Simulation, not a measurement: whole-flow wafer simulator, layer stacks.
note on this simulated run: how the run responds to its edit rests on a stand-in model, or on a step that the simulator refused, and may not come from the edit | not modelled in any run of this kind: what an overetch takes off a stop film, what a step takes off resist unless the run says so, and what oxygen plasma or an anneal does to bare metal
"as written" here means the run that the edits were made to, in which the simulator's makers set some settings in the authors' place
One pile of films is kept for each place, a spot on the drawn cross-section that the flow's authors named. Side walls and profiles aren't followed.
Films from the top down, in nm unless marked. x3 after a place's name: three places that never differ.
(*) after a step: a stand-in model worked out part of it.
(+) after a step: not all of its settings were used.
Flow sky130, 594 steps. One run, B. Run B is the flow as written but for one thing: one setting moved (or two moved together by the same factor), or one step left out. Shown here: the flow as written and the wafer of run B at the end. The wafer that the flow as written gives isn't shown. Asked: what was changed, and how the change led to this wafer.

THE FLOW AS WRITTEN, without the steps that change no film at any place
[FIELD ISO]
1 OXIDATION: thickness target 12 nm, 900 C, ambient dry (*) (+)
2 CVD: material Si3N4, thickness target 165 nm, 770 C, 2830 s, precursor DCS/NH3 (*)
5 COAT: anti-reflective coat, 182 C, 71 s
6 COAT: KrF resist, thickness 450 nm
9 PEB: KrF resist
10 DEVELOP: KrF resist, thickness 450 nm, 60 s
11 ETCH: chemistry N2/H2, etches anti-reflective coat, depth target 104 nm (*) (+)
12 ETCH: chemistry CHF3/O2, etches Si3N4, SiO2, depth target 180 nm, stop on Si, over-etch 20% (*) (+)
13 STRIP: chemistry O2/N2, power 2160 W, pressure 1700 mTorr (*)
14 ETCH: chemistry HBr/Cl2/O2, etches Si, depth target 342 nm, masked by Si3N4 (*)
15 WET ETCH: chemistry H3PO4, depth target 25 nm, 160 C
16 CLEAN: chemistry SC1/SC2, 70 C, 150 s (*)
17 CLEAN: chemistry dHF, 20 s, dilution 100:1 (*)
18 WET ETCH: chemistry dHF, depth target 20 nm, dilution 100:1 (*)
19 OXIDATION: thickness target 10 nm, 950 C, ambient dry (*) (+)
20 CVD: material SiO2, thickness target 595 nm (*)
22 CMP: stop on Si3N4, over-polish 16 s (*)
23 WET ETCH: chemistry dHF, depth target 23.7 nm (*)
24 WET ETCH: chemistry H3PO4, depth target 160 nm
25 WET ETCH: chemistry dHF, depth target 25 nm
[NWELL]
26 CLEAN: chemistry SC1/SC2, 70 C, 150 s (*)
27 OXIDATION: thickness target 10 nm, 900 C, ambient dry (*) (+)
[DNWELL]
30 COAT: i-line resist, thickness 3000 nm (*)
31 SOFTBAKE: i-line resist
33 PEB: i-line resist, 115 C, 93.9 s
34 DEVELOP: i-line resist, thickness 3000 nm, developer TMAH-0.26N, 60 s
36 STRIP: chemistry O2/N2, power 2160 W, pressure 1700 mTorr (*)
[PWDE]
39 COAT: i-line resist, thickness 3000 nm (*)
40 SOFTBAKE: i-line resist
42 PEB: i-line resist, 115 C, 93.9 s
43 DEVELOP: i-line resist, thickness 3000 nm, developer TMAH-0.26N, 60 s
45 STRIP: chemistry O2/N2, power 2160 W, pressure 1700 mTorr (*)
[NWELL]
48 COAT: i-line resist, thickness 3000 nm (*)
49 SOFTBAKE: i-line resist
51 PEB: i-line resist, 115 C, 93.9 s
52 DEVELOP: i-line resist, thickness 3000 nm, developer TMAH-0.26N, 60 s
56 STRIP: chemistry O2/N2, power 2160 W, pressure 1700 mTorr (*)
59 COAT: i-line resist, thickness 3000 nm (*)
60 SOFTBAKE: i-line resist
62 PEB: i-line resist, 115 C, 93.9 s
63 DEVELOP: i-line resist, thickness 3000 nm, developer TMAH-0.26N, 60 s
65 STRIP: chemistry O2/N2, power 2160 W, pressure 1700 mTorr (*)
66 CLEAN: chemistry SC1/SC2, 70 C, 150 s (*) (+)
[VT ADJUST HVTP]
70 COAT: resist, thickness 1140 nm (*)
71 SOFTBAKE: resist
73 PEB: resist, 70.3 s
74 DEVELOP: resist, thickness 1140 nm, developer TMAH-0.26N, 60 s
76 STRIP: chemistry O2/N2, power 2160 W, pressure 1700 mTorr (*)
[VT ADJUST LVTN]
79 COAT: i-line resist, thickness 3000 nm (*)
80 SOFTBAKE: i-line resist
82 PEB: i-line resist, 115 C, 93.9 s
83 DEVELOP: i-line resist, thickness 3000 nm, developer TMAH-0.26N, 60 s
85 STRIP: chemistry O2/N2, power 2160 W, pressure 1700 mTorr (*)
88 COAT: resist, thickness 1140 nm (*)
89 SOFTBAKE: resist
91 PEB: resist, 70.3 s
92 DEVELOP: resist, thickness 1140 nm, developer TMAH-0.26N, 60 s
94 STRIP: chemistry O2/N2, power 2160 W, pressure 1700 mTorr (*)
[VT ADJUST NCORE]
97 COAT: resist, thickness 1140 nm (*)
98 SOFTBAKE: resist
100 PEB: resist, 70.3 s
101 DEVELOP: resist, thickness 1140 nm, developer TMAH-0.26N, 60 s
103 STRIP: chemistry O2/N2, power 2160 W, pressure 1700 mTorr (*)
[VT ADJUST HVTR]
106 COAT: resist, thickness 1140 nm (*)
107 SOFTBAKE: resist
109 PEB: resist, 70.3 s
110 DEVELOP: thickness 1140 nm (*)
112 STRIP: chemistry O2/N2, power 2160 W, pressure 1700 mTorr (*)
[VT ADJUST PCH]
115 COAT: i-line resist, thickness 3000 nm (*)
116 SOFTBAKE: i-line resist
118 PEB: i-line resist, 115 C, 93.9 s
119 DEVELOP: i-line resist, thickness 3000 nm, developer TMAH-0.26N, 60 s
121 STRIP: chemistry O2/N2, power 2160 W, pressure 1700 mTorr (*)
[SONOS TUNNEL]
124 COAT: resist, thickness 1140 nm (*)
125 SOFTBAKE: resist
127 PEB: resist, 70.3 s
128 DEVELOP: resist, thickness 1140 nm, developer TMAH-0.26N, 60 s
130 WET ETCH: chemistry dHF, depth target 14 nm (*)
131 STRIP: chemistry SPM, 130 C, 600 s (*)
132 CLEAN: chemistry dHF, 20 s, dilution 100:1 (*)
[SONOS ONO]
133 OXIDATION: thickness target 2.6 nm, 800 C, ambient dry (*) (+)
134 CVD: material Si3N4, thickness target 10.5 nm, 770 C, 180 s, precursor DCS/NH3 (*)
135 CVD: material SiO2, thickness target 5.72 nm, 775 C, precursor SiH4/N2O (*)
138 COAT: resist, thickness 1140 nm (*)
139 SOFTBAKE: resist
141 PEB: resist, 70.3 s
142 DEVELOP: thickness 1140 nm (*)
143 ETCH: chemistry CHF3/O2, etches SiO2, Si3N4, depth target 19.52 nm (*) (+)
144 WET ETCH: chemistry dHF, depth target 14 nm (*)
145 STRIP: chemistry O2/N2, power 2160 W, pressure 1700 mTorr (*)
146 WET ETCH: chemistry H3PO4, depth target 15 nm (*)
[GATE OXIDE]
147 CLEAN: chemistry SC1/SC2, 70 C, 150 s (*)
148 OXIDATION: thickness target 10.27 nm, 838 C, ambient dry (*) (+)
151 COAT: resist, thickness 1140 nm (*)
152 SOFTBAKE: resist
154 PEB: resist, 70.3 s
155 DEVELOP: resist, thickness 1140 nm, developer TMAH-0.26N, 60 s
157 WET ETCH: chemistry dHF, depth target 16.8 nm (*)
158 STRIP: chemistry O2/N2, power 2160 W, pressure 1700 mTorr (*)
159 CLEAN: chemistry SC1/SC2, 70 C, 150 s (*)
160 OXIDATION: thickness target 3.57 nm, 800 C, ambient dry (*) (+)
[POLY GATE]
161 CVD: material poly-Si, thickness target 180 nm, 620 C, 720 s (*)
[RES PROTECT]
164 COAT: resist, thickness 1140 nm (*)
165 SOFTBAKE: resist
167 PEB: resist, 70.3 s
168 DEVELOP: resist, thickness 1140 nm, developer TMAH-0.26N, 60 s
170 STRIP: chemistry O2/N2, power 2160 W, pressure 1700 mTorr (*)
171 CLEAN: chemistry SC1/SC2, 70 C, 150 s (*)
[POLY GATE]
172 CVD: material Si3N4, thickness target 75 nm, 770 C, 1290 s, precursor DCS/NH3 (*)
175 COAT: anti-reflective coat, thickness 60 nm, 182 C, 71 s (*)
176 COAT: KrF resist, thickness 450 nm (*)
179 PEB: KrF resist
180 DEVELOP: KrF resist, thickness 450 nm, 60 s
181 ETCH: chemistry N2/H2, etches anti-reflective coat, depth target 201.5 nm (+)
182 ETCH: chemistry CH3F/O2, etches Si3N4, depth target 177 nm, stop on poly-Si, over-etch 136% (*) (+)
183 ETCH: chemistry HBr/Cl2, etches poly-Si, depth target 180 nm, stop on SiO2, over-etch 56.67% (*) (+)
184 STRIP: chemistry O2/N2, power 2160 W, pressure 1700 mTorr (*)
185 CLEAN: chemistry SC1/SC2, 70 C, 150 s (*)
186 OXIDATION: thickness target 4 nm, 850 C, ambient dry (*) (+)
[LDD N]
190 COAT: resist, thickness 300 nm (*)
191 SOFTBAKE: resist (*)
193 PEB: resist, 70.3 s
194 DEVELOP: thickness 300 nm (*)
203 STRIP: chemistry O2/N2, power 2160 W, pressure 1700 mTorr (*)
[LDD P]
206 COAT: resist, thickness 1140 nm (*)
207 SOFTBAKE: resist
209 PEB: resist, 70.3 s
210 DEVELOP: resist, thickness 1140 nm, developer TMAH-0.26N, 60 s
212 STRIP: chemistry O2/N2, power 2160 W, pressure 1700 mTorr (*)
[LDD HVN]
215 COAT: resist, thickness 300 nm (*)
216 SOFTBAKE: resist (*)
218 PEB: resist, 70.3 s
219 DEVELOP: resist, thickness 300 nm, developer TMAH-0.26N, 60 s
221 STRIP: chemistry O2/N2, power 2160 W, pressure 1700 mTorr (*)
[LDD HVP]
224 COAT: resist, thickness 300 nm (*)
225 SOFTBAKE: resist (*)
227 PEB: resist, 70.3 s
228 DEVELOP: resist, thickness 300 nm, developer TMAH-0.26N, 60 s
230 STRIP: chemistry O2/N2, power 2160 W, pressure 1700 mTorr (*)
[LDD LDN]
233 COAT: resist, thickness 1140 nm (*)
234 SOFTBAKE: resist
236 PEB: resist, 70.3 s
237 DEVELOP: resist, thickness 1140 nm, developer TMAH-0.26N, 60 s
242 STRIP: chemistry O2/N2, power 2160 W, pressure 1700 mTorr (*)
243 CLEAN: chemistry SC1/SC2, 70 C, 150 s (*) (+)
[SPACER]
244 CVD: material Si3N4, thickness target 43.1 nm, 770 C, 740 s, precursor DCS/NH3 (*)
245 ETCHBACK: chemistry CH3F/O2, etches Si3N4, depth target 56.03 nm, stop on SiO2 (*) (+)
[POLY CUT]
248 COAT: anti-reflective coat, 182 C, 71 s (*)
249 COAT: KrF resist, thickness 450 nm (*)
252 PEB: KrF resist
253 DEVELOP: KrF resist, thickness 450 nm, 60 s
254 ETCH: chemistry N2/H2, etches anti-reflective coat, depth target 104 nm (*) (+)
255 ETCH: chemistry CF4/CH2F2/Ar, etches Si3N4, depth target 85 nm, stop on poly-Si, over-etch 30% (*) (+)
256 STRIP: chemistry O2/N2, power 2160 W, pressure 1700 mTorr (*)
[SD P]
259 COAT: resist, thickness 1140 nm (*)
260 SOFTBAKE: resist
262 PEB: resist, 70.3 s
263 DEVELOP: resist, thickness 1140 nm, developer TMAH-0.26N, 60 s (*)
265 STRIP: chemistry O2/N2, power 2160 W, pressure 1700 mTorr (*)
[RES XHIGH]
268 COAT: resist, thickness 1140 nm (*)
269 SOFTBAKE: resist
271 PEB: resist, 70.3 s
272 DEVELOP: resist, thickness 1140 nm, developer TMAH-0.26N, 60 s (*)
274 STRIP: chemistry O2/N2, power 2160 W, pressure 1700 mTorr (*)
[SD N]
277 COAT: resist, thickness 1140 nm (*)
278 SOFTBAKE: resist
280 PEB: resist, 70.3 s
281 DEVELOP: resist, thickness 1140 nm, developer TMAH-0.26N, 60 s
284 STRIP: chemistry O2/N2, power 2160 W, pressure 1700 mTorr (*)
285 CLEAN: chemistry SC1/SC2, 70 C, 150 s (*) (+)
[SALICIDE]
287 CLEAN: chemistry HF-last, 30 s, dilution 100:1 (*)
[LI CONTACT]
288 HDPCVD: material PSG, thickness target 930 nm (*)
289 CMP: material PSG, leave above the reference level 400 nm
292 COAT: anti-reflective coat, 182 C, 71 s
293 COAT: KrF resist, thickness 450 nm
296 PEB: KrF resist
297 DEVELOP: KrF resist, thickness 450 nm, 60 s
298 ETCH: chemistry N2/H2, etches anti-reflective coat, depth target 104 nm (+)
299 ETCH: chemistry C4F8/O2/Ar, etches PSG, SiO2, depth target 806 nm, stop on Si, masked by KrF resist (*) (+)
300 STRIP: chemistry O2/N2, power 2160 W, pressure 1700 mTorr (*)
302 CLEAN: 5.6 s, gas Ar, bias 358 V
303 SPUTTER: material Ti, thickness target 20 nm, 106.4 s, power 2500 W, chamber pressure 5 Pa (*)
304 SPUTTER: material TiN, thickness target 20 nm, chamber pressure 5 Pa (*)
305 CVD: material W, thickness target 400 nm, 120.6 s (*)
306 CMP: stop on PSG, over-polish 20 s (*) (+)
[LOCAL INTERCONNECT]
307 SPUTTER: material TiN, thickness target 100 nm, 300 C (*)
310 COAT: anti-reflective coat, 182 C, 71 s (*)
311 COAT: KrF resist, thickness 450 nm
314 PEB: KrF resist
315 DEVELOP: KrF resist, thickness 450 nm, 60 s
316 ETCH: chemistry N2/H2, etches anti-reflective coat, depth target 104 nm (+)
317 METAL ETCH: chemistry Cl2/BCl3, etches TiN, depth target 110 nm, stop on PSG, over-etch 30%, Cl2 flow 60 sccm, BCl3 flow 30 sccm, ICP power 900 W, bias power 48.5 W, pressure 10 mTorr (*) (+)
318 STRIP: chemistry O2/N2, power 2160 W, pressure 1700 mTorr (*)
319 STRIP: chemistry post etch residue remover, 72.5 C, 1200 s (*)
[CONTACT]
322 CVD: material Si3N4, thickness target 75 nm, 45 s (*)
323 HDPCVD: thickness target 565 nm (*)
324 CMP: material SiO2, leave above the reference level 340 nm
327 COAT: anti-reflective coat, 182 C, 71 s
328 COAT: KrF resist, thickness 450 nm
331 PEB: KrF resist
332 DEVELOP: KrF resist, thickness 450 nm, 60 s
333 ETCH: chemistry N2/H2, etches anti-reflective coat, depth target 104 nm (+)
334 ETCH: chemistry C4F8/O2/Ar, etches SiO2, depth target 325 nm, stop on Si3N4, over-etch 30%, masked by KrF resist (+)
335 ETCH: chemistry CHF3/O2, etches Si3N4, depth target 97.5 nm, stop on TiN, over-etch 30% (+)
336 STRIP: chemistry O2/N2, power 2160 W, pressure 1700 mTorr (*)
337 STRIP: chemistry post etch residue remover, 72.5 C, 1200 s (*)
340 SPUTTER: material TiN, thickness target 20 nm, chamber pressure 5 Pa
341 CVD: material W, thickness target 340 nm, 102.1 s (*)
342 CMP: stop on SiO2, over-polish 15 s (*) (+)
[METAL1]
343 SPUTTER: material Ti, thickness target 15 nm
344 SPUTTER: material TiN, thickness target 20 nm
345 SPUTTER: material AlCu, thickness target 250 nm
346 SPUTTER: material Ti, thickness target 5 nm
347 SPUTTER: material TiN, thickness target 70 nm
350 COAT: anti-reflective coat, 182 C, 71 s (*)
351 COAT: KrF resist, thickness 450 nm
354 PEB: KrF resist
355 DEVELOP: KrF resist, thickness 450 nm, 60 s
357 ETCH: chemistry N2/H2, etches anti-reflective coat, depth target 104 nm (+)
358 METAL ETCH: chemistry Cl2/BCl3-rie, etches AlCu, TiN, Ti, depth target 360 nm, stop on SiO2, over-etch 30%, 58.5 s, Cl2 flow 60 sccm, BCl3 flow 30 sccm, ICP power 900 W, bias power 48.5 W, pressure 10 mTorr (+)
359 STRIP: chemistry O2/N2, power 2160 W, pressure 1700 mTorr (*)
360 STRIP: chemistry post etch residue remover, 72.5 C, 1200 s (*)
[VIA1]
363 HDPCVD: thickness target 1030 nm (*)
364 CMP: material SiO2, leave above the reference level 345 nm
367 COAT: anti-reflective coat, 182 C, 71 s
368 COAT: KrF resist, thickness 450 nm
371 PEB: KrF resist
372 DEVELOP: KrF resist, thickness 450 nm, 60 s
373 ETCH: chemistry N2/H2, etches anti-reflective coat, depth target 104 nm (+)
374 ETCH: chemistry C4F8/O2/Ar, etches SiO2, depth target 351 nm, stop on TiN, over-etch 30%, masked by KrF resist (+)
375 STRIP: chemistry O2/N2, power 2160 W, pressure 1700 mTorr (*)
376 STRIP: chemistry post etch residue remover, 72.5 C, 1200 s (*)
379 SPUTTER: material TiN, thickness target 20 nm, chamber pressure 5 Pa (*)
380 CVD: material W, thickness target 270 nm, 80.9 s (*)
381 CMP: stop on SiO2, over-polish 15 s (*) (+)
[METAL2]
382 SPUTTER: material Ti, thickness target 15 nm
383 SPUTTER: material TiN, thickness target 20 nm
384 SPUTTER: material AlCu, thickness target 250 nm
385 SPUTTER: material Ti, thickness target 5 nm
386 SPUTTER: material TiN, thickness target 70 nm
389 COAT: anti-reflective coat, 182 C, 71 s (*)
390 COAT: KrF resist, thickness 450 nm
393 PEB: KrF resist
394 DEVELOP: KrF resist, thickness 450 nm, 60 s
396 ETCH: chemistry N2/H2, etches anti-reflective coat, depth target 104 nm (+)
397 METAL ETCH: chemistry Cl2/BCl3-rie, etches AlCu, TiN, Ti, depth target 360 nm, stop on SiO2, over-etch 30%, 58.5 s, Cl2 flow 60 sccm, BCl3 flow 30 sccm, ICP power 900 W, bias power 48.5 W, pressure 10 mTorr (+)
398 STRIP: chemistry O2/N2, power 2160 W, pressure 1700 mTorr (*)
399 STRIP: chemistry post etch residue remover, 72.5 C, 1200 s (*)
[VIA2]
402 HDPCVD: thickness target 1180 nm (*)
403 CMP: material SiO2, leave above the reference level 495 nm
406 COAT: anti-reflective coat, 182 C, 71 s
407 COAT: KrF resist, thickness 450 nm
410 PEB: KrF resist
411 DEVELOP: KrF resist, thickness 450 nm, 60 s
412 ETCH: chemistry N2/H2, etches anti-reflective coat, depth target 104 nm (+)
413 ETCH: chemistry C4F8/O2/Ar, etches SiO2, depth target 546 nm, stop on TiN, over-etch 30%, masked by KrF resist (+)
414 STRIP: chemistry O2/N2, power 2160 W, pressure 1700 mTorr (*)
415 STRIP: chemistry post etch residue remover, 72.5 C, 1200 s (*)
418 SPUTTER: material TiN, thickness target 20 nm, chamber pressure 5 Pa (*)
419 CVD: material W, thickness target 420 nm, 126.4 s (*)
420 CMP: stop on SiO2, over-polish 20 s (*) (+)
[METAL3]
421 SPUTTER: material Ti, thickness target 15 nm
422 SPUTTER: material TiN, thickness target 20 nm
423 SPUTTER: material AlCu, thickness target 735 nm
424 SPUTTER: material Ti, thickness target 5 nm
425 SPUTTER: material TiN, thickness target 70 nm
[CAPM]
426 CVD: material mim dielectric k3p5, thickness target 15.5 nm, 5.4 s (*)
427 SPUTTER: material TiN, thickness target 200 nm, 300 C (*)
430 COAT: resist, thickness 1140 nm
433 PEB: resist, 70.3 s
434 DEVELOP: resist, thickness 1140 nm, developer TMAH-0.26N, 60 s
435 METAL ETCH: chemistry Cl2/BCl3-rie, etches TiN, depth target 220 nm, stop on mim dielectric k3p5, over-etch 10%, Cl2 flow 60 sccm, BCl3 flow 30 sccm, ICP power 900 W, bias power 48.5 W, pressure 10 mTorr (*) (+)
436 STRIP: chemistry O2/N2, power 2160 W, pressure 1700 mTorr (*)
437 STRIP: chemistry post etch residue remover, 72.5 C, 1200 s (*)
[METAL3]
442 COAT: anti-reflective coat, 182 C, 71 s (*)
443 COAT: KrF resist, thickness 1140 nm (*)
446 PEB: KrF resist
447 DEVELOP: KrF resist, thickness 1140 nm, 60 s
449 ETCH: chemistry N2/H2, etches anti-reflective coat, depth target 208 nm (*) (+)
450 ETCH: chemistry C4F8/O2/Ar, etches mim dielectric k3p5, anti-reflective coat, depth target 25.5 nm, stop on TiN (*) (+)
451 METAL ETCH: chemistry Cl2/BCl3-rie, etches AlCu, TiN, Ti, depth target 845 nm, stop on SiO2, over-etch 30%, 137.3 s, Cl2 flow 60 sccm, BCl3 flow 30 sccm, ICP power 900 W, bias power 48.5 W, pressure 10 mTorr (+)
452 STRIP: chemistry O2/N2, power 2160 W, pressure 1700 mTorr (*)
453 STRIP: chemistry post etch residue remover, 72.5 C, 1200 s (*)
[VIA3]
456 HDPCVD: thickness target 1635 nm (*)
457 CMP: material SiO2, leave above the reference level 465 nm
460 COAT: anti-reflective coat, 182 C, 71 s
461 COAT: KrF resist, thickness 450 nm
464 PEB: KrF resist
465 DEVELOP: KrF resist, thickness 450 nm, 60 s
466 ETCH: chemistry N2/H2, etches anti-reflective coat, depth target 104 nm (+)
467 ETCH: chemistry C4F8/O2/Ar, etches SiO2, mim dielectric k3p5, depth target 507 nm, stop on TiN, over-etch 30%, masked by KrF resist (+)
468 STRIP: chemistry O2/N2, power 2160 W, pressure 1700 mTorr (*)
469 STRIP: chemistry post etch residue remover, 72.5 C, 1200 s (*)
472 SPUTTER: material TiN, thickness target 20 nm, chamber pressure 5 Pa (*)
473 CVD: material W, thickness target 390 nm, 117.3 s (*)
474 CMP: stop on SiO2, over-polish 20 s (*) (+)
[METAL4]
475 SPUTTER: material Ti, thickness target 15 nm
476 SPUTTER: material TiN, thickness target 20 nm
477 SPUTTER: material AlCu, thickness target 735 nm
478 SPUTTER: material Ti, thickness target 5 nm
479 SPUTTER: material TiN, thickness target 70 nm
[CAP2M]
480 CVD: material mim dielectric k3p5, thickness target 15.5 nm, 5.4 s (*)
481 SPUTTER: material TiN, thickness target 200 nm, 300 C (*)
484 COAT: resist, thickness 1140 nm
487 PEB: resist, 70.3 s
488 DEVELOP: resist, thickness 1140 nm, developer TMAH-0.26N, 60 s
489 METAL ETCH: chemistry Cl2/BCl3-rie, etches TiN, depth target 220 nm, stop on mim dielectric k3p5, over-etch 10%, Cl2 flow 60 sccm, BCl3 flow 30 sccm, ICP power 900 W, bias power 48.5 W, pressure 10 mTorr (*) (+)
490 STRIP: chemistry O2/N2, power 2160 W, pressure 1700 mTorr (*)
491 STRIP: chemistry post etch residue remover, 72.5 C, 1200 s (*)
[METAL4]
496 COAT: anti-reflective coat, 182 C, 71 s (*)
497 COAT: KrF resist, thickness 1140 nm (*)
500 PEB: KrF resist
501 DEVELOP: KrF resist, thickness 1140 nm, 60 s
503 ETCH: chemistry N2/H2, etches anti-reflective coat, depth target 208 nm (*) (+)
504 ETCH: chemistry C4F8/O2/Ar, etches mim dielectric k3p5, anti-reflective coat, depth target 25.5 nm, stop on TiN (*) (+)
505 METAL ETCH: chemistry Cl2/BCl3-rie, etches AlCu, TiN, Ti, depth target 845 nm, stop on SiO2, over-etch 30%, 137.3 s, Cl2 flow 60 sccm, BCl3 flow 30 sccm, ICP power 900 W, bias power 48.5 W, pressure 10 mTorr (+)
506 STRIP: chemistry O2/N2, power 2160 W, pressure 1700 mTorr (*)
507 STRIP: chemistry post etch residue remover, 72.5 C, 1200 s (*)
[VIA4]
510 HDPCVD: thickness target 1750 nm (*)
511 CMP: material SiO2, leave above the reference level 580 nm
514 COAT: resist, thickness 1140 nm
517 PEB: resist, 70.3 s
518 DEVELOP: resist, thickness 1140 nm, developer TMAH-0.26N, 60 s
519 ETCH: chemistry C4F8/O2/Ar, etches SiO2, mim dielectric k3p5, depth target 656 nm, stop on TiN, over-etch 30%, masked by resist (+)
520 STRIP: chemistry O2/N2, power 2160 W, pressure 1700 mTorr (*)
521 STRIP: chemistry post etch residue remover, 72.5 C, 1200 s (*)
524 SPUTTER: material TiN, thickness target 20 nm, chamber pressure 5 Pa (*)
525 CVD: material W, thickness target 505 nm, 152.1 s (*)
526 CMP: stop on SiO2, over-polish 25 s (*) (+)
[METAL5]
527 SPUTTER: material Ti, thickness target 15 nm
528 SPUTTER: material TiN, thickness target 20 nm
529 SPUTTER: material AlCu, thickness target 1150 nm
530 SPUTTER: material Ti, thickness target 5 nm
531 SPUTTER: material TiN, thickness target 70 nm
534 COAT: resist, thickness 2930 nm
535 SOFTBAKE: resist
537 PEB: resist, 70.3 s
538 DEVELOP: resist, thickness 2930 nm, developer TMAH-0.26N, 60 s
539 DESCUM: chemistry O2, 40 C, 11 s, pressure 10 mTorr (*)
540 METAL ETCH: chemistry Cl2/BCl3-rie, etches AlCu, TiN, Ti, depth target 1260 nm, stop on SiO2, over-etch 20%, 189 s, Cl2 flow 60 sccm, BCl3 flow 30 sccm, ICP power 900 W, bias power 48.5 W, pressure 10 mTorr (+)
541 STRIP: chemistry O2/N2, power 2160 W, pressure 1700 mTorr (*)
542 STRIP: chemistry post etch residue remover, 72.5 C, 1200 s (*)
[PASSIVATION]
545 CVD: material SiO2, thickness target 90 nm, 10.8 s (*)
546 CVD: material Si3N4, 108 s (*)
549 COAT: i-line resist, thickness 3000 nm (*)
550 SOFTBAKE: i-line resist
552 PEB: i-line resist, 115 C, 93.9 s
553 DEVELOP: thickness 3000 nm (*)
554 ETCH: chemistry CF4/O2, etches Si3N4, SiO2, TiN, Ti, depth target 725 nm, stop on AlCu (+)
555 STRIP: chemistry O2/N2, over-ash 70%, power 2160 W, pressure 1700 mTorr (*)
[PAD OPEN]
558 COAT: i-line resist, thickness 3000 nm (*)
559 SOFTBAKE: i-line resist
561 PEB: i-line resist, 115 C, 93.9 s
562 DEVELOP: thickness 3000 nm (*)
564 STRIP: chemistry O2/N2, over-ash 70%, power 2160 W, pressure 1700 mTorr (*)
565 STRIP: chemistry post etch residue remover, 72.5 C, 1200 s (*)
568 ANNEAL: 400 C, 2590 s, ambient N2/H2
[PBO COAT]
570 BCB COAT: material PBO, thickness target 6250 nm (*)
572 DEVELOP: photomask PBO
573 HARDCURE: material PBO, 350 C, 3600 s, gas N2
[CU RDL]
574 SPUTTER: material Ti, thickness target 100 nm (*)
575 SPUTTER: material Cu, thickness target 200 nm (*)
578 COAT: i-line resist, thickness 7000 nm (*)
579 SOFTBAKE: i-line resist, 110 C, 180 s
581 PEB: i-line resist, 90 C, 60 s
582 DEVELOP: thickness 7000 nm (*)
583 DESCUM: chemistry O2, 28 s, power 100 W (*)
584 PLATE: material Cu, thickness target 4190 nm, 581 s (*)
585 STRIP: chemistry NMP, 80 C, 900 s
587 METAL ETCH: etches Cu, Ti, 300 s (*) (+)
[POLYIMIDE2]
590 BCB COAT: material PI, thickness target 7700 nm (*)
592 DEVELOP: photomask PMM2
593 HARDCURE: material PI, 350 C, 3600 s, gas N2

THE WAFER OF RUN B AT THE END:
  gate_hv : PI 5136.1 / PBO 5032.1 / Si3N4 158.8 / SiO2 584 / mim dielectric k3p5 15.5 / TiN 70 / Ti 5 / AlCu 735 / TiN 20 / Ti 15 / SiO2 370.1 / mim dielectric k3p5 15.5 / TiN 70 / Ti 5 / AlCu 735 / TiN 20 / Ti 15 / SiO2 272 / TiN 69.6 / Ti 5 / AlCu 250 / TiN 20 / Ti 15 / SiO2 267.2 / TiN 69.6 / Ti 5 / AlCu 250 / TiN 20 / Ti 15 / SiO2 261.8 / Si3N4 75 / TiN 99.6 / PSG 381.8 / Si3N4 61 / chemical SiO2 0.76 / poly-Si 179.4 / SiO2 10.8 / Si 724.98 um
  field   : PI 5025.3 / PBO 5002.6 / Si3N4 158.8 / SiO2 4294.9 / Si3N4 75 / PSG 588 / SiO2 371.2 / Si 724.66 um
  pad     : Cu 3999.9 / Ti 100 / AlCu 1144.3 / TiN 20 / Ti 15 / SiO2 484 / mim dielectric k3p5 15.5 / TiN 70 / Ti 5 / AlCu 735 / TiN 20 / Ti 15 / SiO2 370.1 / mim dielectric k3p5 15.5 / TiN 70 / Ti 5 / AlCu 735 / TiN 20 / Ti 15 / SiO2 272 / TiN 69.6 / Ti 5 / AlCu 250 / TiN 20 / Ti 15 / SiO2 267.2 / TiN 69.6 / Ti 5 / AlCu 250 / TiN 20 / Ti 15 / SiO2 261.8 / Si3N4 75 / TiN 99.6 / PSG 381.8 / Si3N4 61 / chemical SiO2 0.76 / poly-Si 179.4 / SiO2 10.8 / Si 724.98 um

The cause: step 403, CMP: leave above the reference level 351 nm was run, where the flow has leave above the reference level 495 nm.

How the change led to this, step by step:
  403 CMP: material SiO2, leave above the reference level 495 nm
      n_well, p_well, gate_hv and 101 more: SiO2 -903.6 (as written it would be: SiO2 -759.6)
      field, active, gate and 82 more: SiO2 -533.1 (as written it would be: SiO2 -389.1)
      (and at 2 more places)
  413 ETCH: chemistry C4F8/O2/Ar, etches SiO2, depth target 546 nm, stop on TiN, over-etch 30%, masked by KrF resist (+)
      field, active, n_well and 186 more: KrF resist -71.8 (as written it would be: KrF resist -109.2)
      m1: SiO2 -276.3 (all of it) (as written it would be: SiO2 -420.3 (all of it))
      (and at 1 more place)
  414 STRIP: chemistry O2/N2, power 2160 W, pressure 1700 mTorr (*)
      field, active, n_well and 186 more: KrF resist -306 (all of it), anti-reflective coat -80 (all of it) (as written it would be: KrF resist -268.6 (all of it), anti-reflective coat -80 (all of it))
  418 SPUTTER: material TiN, thickness target 20 nm, chamber pressure 5 Pa (*)
      m1, via2_hole: TiN +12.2 (as written it would be: TiN +10.2)
  419 CVD: material W, thickness target 420 nm, 126.4 s (*)
      m1: W +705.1 (new film) (as written it would be: W +851.1 (new film))
      via2_hole: W +704.6 (new film) (as written it would be: W +850.7 (new film))
